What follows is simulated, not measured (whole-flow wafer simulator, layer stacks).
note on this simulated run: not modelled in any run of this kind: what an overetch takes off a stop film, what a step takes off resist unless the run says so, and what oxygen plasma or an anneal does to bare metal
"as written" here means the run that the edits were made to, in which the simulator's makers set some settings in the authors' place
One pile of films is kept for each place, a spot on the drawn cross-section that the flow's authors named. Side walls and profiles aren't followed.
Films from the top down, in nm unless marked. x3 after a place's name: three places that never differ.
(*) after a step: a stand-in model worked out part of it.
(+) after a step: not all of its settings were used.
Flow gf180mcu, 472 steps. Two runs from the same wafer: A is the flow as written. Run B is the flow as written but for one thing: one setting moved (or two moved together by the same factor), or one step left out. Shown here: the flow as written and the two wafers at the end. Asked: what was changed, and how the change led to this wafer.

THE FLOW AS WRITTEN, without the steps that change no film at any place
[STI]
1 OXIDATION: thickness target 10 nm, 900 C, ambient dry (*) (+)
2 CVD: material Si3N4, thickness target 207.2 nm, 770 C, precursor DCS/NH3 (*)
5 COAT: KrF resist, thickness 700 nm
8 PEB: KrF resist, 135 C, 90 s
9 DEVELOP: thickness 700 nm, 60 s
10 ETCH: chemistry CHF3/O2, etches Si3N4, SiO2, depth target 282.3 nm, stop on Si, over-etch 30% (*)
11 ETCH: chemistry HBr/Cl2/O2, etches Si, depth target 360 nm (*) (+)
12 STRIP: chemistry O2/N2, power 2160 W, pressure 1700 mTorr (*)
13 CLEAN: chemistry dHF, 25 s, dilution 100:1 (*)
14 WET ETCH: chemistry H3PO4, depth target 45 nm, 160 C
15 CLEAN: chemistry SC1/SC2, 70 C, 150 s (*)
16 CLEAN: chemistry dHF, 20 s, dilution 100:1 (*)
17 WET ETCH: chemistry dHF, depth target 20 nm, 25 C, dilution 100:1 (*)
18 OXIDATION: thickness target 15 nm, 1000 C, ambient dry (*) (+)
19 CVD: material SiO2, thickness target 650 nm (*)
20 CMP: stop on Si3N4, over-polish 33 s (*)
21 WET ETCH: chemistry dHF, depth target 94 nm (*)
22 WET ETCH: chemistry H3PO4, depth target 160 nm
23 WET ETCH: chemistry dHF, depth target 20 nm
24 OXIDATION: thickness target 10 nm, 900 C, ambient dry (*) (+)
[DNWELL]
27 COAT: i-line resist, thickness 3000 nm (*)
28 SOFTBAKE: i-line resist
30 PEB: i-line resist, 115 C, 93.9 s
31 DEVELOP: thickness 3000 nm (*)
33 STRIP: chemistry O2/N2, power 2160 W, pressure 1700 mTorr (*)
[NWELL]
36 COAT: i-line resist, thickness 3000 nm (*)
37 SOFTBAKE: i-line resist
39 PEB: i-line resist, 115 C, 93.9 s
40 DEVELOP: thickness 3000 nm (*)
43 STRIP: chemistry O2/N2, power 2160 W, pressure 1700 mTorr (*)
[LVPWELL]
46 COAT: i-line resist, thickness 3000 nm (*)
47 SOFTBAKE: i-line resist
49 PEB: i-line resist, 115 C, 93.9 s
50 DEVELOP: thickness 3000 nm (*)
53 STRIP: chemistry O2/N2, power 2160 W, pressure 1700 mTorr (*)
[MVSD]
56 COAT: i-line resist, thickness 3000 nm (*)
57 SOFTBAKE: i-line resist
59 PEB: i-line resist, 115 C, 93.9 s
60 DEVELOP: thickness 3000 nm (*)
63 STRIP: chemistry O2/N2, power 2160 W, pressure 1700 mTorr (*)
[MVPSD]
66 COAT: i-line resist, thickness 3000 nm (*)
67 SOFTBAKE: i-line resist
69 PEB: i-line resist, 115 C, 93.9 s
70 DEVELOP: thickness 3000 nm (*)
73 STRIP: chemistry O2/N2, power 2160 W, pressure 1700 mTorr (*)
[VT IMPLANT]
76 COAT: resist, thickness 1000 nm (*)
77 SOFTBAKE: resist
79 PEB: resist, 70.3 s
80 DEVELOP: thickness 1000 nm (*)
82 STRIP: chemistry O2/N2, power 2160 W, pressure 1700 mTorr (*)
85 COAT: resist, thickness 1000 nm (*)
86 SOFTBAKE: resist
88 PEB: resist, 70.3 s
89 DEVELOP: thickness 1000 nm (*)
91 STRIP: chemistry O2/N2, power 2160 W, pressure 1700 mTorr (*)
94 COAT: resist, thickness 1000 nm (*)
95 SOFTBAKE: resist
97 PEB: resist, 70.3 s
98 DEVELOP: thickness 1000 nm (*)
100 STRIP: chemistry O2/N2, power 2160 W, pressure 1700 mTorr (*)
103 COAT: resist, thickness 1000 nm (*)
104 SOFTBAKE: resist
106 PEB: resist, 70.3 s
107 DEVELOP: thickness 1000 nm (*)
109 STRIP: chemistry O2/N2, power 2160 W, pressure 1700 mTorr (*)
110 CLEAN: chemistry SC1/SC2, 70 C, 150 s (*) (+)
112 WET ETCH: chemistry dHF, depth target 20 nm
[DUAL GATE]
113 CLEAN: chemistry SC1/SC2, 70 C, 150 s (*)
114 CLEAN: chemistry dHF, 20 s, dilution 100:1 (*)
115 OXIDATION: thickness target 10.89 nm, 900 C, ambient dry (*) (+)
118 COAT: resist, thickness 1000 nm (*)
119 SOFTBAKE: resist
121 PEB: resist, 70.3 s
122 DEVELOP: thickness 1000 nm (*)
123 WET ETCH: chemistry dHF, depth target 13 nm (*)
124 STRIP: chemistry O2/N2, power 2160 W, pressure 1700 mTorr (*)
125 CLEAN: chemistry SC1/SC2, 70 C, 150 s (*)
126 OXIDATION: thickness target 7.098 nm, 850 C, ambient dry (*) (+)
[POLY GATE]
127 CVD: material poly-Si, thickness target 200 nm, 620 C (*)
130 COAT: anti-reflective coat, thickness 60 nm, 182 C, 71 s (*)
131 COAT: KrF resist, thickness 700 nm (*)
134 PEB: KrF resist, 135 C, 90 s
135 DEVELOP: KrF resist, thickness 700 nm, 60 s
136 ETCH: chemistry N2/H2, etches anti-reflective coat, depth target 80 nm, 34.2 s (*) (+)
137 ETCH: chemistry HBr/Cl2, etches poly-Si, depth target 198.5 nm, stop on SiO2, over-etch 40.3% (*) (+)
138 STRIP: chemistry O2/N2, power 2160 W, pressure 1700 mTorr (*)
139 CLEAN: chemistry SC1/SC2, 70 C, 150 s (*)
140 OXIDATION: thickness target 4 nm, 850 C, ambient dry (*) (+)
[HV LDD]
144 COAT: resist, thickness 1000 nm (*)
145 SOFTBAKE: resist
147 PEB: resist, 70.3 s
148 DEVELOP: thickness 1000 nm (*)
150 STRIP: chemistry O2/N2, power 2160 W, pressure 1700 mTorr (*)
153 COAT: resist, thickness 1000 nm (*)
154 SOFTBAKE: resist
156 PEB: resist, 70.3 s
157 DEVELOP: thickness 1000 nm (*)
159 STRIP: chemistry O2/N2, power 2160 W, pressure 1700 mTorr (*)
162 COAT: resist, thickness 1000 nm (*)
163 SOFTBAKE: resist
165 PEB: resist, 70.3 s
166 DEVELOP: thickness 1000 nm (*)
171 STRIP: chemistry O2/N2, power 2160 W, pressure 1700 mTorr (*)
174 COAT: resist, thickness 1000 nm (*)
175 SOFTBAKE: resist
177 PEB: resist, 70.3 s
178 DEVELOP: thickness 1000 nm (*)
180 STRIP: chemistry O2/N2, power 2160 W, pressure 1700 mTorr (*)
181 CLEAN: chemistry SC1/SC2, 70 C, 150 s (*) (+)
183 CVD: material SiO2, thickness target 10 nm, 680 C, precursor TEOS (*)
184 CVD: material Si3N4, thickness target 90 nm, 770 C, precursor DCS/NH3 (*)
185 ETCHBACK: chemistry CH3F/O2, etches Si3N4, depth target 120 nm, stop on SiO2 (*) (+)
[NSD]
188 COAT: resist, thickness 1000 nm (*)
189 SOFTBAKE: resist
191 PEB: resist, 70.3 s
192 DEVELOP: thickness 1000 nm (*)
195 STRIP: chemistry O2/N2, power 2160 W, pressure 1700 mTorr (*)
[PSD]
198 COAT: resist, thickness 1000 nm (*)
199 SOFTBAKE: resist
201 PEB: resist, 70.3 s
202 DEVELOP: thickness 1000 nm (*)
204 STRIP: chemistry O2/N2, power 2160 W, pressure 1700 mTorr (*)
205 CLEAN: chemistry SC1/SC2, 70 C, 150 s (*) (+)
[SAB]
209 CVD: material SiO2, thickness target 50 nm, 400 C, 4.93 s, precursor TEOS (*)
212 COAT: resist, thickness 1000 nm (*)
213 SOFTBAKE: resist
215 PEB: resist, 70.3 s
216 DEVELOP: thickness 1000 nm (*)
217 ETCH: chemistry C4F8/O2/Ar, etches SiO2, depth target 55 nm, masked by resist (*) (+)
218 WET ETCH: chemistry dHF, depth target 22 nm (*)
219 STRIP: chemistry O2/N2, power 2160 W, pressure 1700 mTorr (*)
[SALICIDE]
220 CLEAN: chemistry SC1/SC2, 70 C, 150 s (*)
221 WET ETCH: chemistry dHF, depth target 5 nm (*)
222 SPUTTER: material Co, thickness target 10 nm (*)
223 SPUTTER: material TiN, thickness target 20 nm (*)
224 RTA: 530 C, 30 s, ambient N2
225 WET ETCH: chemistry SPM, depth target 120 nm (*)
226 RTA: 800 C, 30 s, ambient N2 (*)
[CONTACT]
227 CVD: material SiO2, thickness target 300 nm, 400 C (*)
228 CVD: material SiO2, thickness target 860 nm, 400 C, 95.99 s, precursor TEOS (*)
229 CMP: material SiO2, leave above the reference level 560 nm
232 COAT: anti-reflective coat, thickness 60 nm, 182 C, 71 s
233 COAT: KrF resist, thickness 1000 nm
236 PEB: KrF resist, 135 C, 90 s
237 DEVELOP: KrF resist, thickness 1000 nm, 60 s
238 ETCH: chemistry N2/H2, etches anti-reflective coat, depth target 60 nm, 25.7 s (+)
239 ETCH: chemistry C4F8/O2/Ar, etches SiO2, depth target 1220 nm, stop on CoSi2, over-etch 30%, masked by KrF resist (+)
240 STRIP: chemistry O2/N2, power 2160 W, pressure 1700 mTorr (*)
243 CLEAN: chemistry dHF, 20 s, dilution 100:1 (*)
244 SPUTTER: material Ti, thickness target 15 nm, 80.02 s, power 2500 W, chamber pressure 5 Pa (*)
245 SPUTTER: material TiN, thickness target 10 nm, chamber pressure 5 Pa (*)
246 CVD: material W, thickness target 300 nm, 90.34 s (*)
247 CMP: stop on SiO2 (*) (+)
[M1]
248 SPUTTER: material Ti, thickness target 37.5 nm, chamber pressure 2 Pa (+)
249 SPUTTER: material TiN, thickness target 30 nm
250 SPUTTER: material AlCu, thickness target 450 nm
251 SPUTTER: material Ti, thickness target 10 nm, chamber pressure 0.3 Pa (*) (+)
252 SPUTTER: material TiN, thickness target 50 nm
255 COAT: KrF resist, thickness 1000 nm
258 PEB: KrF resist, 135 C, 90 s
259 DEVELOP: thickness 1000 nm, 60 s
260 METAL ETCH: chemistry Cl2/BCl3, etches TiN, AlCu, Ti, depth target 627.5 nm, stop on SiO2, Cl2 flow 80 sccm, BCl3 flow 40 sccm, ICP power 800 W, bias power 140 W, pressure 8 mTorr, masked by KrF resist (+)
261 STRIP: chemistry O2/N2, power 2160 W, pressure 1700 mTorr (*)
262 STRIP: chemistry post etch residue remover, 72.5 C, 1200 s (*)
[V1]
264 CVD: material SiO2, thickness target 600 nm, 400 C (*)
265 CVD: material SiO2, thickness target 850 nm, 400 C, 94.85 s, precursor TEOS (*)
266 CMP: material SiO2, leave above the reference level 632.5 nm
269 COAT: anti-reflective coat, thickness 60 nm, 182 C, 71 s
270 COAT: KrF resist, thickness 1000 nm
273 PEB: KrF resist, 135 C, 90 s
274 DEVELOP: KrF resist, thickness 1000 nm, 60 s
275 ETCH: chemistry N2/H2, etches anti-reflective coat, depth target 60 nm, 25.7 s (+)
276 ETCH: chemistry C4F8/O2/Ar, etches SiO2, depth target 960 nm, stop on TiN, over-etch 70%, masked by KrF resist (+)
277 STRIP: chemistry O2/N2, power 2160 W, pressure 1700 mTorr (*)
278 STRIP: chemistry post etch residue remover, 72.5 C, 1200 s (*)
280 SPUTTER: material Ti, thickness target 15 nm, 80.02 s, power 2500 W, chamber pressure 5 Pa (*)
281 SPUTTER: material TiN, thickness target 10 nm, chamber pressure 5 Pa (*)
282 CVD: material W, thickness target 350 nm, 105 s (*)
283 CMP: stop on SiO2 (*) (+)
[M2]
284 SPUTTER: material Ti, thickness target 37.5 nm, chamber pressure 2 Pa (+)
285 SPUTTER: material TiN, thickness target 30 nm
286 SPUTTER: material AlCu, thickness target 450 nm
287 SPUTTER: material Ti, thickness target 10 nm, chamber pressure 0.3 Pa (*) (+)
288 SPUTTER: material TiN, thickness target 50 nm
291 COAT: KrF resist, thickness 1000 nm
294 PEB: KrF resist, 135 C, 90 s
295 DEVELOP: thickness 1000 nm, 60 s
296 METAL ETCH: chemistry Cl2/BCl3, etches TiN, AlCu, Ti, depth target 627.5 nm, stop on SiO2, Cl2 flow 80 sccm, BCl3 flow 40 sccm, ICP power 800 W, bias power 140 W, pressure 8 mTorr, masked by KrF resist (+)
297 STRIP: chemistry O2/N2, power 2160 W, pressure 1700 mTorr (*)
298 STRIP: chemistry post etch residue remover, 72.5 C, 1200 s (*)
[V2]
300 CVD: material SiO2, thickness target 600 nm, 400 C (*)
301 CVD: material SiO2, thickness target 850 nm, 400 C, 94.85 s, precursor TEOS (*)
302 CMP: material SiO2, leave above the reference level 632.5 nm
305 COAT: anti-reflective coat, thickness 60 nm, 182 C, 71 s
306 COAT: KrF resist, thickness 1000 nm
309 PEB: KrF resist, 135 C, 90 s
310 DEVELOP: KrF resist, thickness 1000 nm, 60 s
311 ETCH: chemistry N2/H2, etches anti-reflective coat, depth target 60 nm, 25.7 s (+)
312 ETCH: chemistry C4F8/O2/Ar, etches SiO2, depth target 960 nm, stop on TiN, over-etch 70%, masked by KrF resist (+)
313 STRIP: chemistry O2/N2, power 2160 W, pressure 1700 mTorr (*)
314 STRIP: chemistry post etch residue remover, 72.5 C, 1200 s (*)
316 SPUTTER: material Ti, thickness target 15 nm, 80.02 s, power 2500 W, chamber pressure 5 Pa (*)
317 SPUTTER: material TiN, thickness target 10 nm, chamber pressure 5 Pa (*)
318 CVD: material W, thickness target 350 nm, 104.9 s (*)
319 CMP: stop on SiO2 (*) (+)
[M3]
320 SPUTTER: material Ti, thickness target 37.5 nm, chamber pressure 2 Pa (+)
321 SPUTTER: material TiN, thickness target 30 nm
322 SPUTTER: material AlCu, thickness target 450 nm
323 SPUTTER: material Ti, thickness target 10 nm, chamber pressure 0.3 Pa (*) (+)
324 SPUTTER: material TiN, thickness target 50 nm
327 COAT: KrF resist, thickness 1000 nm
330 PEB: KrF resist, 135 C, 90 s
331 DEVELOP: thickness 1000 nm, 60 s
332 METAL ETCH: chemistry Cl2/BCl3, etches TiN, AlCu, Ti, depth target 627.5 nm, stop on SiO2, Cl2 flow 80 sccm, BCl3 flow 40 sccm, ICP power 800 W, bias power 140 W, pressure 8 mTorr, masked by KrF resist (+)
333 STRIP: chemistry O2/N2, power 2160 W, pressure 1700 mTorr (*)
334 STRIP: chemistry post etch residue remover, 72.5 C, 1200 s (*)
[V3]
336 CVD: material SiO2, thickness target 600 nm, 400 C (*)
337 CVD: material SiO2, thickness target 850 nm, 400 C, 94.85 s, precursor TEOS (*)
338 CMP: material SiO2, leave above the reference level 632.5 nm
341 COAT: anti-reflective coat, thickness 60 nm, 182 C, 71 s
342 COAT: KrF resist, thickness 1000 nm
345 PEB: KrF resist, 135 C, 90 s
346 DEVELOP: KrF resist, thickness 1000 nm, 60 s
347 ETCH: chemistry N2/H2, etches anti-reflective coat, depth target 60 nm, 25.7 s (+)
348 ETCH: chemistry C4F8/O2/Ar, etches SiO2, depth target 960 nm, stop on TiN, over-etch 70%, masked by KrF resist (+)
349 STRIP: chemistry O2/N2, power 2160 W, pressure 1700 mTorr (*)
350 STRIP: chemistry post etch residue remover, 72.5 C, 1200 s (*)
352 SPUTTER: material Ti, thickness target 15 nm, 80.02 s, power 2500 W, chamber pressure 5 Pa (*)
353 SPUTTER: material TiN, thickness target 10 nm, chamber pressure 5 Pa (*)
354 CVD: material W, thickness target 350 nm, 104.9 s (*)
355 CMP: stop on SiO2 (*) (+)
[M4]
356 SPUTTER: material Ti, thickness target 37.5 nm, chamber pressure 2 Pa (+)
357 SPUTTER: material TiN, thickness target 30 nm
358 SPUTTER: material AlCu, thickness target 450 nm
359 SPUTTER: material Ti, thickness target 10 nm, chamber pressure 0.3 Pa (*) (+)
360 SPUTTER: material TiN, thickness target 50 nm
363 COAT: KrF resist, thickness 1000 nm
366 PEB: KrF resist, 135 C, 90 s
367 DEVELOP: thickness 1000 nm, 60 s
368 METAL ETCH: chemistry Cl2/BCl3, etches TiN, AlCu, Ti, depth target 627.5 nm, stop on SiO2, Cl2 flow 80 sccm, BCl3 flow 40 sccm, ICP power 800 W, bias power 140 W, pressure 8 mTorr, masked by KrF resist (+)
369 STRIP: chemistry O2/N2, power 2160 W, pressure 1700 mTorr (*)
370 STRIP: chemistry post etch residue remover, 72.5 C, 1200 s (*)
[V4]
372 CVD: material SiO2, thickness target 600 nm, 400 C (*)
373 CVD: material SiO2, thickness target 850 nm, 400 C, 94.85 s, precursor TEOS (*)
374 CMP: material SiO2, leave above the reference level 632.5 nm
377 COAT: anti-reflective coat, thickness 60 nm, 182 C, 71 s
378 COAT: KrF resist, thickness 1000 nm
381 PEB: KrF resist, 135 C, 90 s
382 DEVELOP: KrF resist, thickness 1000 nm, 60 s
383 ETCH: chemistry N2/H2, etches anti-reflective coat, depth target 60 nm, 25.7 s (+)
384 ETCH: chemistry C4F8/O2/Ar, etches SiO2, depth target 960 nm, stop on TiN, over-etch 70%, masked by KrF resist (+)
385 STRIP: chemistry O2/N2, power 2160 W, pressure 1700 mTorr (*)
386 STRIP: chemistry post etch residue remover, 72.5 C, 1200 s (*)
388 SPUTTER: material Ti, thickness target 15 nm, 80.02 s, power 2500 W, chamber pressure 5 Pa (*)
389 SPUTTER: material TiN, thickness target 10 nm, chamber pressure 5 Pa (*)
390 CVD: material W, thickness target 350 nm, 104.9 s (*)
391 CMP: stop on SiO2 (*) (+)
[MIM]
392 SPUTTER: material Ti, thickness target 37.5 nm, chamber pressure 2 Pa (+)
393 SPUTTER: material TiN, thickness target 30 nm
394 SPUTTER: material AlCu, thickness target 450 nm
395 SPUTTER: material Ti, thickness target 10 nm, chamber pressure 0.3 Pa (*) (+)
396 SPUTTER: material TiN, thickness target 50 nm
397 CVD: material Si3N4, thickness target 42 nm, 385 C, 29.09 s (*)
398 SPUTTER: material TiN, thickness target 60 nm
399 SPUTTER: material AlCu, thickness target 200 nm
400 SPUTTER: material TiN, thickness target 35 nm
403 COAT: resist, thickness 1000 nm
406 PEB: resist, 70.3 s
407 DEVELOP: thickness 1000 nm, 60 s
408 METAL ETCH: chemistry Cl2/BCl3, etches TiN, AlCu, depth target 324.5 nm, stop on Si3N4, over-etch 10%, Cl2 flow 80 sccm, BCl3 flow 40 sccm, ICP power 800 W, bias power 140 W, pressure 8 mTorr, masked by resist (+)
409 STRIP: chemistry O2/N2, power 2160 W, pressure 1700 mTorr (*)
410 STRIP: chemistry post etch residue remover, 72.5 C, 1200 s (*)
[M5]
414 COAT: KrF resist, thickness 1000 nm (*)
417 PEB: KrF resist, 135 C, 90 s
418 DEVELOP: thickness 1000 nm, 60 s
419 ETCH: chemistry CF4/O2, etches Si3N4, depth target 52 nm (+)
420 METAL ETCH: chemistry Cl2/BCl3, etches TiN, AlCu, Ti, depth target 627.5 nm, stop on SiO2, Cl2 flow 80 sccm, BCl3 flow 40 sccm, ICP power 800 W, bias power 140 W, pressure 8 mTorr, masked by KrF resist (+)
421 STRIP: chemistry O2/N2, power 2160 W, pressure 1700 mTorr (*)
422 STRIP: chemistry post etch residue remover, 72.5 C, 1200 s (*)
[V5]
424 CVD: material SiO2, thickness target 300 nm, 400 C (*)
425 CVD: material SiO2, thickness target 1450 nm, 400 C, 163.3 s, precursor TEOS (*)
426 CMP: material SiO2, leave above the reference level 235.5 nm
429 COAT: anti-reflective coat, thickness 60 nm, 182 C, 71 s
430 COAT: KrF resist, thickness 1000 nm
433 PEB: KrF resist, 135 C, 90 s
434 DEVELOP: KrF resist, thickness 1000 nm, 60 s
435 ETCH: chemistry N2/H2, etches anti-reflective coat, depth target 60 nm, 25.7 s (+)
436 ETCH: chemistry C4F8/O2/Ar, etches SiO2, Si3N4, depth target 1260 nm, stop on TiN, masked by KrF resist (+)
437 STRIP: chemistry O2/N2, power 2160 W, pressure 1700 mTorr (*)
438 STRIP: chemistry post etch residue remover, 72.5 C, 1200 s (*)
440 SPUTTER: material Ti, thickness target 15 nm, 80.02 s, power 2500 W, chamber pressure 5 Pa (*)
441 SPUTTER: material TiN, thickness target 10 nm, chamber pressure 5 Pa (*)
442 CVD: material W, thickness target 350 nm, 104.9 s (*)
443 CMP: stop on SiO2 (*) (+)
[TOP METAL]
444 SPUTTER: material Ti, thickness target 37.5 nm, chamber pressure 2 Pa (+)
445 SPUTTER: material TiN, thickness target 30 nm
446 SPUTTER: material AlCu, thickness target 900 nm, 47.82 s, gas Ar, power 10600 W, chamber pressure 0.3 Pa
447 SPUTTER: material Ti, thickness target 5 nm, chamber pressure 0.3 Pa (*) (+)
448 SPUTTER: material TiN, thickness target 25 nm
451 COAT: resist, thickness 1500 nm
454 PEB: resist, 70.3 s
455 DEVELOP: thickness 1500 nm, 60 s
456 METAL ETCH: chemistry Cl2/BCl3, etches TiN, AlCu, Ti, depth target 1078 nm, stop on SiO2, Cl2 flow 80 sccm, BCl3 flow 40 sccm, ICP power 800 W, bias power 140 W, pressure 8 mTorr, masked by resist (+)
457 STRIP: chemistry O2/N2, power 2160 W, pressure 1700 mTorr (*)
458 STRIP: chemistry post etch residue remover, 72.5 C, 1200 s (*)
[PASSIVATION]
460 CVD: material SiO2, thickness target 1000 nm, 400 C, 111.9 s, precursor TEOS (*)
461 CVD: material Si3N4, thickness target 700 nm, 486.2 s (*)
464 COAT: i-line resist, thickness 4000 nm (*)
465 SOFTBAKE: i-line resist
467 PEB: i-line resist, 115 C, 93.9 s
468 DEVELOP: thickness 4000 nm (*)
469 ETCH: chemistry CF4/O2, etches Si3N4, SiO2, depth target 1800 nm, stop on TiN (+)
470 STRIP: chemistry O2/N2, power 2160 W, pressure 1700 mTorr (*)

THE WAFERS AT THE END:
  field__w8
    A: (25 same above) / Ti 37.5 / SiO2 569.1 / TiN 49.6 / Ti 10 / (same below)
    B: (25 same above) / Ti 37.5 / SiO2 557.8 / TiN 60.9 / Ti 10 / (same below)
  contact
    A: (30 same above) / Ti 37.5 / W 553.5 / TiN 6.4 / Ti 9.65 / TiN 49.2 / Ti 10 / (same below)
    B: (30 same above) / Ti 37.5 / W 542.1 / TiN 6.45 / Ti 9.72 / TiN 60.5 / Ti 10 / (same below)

The cause: step 288, SPUTTER: thickness target 61.3 nm was run, where the flow has thickness target 50 nm.

How the change led to this, step by step:
  288 SPUTTER: material TiN, thickness target 50 nm
      field, field__w1, field__w2 and 108 more: A TiN +50 (new film) | B TiN +61.3 (new film)
  296 METAL ETCH: chemistry Cl2/BCl3, etches TiN, AlCu, Ti, depth target 627.5 nm, stop on SiO2, Cl2 flow 80 sccm, BCl3 flow 40 sccm, ICP power 800 W, bias power 140 W, pressure 8 mTorr, masked by KrF resist (+)
      field, field__w1, field__w2 and 103 more: A TiN -50 (all of it), Ti -10 (all of it), AlCu -450 (all of it), TiN -30 (all of it), Ti -37.5 (all of it) | B TiN -61.3 (all of it), Ti -10 (all of it), AlCu -450 (all of it), TiN -30 (all of it), Ti -37.5 (all of it)
